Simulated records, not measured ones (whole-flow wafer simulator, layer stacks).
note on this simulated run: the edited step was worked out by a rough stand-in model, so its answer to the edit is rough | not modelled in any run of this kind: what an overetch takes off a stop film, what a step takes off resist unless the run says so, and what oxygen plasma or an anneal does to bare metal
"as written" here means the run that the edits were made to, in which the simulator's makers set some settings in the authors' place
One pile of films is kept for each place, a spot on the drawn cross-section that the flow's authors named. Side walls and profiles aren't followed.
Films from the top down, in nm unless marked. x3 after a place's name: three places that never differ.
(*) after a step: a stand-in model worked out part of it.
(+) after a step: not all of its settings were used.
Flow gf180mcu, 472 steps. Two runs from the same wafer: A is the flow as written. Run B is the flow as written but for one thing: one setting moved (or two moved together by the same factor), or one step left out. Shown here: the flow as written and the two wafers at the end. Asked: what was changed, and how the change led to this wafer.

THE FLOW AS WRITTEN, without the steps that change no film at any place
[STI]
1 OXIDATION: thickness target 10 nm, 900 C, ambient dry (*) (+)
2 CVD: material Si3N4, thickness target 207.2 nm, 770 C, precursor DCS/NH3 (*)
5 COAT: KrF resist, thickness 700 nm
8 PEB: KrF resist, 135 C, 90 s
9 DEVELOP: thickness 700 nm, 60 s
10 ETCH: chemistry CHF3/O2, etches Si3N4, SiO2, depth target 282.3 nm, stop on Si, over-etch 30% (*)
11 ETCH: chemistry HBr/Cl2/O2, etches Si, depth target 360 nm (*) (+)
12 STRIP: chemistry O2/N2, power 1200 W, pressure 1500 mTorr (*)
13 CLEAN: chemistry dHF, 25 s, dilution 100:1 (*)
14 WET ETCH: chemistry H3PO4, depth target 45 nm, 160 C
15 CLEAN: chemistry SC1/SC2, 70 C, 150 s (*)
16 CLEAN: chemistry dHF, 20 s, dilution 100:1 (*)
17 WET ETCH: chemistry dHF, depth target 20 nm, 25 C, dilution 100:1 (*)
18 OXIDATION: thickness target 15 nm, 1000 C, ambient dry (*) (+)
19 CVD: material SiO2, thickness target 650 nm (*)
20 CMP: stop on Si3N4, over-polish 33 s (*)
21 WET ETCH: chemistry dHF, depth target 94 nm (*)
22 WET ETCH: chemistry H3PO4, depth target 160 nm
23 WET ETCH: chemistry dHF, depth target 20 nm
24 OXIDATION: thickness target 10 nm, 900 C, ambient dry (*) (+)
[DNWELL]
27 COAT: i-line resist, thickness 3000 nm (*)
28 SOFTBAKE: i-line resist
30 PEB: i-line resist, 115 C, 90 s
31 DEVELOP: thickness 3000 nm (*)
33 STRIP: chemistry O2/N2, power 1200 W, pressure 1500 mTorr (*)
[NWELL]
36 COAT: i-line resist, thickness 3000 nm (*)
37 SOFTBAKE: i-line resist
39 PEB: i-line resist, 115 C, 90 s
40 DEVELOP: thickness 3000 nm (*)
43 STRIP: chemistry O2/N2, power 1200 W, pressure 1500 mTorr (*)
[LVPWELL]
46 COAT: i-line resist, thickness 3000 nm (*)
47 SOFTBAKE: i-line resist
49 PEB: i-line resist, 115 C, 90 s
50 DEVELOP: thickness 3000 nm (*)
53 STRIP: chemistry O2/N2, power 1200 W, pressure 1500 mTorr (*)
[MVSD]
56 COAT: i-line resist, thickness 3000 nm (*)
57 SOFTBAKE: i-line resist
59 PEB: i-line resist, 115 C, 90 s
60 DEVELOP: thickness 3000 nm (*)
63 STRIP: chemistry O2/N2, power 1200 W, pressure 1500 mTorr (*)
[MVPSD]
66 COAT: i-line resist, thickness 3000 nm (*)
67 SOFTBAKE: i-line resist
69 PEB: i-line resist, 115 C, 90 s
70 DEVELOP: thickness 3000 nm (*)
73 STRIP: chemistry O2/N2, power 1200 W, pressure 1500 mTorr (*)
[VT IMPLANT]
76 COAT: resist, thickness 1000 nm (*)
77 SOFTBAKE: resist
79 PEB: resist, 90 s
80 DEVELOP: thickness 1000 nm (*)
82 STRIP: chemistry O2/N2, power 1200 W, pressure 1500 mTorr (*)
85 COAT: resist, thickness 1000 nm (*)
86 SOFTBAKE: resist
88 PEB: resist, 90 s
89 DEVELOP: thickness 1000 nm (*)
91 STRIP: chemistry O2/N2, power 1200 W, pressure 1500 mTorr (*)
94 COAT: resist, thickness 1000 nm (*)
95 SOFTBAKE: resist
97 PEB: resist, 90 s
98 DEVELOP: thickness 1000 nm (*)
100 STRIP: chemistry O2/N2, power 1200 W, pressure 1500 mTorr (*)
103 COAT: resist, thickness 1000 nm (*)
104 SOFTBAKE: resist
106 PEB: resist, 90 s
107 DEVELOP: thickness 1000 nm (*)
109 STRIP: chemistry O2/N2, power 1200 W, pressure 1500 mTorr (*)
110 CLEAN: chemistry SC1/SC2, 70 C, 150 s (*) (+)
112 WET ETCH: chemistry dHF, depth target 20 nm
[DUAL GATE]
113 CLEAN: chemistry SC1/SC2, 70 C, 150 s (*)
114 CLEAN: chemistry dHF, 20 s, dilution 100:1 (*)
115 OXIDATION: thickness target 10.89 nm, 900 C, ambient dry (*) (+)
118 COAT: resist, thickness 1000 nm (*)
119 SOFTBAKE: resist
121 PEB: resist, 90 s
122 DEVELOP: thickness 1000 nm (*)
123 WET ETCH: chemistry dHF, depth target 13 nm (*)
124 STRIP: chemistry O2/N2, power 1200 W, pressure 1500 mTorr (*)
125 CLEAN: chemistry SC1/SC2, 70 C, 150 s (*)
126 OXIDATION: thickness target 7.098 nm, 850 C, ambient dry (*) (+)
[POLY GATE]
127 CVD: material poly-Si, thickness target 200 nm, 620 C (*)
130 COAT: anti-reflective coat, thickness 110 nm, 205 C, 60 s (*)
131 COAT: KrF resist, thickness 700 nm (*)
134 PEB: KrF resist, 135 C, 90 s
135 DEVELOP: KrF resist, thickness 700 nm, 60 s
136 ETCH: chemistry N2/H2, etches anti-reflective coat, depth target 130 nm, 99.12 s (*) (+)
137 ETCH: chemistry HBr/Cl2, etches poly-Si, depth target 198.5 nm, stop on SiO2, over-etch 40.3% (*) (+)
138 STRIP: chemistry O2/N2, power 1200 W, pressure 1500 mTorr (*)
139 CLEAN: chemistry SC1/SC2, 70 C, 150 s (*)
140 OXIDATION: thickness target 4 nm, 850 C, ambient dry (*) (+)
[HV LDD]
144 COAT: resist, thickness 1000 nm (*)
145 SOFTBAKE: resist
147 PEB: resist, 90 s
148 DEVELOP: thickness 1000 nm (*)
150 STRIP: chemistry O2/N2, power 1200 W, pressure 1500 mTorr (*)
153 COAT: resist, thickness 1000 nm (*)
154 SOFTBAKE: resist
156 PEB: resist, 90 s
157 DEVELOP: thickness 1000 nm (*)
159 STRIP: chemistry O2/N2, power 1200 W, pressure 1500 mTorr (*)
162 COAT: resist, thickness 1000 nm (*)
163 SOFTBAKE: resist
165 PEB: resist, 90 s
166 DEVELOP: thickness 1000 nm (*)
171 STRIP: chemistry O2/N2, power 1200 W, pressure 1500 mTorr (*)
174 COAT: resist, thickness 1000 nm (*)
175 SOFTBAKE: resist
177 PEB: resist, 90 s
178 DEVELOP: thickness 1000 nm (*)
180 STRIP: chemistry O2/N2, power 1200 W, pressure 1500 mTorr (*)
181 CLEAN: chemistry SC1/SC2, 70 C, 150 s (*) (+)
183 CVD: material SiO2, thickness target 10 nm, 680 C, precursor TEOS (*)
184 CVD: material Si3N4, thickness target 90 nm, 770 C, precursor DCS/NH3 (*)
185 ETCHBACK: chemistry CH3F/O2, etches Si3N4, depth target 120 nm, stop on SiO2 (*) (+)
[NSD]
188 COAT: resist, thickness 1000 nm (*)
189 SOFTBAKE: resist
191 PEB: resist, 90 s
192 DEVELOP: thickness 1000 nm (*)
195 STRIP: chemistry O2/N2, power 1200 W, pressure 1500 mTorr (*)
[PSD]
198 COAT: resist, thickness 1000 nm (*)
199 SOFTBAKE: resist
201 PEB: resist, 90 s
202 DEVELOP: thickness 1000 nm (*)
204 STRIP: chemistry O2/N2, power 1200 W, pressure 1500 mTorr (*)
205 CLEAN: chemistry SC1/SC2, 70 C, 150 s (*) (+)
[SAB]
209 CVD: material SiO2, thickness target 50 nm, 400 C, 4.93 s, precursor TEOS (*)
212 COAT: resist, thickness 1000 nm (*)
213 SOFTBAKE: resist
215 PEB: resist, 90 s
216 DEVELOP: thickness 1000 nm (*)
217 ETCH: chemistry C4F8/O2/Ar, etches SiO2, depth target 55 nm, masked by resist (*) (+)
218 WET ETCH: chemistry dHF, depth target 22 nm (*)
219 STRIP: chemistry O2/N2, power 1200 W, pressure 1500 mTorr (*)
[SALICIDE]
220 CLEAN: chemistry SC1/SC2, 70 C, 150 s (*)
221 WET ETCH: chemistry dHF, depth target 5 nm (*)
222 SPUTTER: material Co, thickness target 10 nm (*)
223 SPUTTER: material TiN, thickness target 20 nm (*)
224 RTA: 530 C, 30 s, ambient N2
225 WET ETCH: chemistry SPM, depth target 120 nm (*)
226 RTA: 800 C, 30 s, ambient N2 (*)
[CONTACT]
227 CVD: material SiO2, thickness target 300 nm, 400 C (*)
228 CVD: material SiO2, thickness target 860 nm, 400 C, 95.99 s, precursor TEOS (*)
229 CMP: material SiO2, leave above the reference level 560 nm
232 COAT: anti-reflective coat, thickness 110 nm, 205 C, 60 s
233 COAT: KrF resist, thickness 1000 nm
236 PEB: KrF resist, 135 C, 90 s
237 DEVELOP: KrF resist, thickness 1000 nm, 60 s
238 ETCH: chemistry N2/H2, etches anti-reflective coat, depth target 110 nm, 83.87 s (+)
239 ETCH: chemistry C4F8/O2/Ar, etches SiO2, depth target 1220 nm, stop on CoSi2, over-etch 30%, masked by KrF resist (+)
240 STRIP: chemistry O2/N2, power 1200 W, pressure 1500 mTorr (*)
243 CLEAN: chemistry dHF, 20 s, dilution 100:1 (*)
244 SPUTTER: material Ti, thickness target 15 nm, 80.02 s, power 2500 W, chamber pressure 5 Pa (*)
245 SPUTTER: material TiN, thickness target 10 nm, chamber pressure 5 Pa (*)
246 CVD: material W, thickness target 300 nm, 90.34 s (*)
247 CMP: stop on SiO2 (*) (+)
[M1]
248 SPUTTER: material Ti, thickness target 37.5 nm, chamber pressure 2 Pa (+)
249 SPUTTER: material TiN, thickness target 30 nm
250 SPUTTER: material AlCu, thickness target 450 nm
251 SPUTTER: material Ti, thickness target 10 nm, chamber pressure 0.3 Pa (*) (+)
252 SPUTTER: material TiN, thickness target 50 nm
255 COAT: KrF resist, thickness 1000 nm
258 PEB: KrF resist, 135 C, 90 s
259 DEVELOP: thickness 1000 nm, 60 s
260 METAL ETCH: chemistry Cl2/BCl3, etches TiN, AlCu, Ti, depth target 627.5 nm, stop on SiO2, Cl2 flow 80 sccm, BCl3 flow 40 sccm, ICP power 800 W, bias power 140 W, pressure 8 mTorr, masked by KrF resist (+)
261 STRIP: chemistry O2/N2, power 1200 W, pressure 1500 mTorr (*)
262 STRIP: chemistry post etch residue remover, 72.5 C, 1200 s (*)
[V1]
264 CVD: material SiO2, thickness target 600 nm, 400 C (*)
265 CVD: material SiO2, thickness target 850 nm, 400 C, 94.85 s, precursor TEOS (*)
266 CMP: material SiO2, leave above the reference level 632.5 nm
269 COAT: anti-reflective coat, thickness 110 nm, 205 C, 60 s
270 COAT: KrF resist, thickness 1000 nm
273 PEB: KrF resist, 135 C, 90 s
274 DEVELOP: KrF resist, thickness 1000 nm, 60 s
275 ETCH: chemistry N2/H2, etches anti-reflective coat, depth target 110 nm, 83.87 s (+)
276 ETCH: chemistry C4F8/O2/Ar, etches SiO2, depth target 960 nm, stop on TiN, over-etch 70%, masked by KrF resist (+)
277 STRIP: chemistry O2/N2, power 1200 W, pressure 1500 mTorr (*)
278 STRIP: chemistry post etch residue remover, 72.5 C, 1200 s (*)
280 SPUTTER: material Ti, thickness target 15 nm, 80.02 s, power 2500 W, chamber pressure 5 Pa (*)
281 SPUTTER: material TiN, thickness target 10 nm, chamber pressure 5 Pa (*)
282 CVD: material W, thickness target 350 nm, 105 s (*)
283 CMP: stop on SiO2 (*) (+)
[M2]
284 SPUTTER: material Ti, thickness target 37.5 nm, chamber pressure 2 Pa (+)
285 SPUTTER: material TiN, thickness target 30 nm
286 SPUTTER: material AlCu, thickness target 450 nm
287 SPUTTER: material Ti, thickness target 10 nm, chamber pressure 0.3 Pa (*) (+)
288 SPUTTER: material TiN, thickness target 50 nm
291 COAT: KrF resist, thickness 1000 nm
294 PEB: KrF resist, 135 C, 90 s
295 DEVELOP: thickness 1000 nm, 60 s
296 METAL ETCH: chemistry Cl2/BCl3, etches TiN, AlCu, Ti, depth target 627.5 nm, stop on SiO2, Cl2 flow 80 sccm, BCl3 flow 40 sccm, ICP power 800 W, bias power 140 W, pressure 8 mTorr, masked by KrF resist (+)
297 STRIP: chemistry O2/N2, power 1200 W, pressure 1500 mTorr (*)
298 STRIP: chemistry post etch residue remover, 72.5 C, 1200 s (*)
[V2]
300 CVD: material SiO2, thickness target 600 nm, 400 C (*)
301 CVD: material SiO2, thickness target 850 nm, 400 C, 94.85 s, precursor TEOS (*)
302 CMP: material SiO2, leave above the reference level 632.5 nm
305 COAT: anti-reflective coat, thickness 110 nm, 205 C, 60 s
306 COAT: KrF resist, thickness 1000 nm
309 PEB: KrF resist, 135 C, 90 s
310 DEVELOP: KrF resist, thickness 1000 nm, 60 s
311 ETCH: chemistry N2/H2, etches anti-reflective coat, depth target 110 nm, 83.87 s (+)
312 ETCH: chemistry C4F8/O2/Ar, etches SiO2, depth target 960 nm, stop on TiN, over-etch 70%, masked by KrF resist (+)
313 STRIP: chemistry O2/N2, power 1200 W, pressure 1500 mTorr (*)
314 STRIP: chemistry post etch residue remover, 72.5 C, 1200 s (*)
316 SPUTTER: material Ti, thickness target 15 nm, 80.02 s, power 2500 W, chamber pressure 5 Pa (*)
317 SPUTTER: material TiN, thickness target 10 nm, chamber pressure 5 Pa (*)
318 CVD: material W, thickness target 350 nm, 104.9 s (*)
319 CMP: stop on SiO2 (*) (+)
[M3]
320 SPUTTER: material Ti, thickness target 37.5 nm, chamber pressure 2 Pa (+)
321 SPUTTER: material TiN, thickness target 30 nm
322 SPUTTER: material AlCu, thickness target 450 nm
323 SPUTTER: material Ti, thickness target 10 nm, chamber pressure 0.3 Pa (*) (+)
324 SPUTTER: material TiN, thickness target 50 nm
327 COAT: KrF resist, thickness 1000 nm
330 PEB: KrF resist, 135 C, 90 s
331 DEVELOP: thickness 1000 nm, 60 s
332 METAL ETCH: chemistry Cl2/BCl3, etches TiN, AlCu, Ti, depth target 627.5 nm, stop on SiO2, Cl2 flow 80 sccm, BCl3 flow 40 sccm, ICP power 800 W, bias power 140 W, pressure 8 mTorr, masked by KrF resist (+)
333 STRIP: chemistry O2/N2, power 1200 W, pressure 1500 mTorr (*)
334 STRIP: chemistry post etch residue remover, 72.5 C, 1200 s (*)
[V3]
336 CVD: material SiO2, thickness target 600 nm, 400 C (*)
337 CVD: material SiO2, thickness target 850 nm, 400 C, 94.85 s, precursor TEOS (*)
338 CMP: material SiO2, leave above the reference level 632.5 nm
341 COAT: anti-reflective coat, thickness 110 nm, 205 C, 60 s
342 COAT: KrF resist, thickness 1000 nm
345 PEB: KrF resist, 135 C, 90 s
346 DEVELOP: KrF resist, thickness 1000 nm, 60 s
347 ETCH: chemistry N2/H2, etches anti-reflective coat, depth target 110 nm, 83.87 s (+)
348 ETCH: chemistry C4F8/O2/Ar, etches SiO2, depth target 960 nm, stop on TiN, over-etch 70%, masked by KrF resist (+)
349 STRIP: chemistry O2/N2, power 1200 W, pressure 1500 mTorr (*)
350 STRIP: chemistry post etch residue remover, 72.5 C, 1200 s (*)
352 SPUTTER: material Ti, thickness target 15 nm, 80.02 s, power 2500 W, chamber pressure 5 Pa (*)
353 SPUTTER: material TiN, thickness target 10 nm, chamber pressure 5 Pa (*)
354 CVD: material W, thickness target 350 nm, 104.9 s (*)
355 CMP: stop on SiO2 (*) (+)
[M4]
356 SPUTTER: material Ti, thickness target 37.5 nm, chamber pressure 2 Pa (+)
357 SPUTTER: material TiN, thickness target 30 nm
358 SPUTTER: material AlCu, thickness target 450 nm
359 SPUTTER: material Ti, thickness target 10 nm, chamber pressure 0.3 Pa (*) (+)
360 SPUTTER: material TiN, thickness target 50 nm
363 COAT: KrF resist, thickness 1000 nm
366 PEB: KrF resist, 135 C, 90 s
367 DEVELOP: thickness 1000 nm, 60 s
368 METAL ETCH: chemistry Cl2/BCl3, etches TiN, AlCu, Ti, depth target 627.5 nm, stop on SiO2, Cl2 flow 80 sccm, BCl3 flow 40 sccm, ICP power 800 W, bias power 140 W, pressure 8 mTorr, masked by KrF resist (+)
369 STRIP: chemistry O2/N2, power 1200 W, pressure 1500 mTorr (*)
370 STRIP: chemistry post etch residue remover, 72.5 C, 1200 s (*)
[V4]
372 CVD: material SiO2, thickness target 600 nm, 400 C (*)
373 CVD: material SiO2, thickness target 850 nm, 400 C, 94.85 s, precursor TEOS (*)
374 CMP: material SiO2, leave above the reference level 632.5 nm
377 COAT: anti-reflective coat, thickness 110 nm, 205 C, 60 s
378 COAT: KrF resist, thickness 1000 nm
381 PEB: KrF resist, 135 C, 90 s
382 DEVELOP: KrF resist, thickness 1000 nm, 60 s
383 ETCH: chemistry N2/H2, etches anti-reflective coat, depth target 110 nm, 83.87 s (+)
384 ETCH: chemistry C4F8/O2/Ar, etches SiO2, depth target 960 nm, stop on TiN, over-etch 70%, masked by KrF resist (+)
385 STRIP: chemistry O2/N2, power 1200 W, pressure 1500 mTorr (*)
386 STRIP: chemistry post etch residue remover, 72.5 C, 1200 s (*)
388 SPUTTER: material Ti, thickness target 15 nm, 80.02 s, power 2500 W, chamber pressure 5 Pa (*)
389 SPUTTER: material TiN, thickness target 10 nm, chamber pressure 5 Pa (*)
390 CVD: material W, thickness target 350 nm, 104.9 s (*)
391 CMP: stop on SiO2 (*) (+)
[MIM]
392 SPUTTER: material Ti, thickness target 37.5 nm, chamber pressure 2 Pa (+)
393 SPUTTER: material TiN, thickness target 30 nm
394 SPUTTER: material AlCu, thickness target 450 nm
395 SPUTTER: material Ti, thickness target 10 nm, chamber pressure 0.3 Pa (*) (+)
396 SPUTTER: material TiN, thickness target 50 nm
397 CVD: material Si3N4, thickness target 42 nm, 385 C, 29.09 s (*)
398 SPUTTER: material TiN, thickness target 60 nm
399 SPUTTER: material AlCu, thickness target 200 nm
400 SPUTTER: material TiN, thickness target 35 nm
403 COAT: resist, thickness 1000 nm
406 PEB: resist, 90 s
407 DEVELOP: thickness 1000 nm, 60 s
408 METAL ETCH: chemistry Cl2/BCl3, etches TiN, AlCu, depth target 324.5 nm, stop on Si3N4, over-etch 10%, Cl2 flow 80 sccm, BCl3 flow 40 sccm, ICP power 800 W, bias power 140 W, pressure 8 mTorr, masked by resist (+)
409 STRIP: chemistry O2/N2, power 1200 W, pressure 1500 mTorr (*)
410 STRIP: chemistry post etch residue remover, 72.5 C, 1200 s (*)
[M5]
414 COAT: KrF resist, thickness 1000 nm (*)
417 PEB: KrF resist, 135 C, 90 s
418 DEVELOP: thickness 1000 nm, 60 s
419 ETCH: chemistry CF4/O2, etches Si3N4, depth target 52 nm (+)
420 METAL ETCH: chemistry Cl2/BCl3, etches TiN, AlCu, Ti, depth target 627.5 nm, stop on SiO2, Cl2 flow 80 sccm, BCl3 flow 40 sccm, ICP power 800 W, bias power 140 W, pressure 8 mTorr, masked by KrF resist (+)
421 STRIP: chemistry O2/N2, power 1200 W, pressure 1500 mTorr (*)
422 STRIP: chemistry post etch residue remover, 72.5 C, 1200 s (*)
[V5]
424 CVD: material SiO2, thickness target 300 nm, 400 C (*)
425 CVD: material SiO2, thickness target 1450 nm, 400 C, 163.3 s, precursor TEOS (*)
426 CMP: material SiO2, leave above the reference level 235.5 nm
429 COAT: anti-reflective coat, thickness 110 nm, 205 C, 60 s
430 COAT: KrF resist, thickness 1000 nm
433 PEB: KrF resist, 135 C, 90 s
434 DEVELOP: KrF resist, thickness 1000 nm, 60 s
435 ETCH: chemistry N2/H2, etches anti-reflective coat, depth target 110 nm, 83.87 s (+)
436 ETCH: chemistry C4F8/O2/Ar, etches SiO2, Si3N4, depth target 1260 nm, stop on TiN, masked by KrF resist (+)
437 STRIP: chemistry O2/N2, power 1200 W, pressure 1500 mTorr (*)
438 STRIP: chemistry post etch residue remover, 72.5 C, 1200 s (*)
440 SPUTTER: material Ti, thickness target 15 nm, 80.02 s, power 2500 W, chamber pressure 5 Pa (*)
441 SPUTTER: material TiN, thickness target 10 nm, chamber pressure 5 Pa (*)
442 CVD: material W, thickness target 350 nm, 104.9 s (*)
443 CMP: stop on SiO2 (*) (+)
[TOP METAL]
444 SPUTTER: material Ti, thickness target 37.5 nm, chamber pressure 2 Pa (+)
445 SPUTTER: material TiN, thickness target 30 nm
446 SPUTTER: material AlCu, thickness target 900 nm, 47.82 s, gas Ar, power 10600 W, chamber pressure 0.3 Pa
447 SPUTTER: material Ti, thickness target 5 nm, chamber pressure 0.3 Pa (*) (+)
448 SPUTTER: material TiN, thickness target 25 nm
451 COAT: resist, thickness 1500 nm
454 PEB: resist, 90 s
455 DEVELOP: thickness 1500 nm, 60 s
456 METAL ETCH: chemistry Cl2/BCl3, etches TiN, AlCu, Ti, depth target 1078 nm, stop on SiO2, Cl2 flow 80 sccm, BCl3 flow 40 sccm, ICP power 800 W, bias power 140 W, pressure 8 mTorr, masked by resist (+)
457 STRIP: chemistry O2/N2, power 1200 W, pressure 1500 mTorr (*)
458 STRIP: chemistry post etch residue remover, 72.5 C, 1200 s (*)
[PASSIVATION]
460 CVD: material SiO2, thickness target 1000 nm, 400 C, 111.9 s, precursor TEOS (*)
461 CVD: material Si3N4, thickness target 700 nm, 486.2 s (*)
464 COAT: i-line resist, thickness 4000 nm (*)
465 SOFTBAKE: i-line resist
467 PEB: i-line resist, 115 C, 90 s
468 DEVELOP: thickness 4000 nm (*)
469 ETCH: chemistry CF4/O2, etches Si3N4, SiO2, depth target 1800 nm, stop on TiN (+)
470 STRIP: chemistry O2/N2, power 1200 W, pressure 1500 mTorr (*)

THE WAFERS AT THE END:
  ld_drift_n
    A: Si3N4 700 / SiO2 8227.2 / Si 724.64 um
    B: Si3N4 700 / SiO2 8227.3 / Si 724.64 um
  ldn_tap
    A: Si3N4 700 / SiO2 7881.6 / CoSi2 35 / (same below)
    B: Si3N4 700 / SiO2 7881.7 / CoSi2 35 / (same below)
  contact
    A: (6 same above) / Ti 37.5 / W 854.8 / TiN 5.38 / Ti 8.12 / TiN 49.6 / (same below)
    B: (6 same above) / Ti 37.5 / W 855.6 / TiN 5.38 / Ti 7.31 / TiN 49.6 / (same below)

The cause: step 440, SPUTTER: thickness target 13.5 nm was run, where the flow has thickness target 15 nm.

How the change led to this, step by step:
  440 SPUTTER: material Ti, thickness target 15 nm, 80.02 s, power 2500 W, chamber pressure 5 Pa (*)
      field, field__w1, field__w2 and 108 more: A Ti +15 (new film) | B Ti +13.5 (new film)
      contact: A Ti +8.12 (new film) | B Ti +7.31 (new film)
  443 CMP: stop on SiO2 (*) (+)
      field, field__w1, field__w2 and 108 more: A W -350 (all of it), TiN -10 (all of it), Ti -15 (all of it), SiO2 -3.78 | B W -350 (all of it), TiN -10 (all of it), Ti -13.5 (all of it), SiO2 -3.77
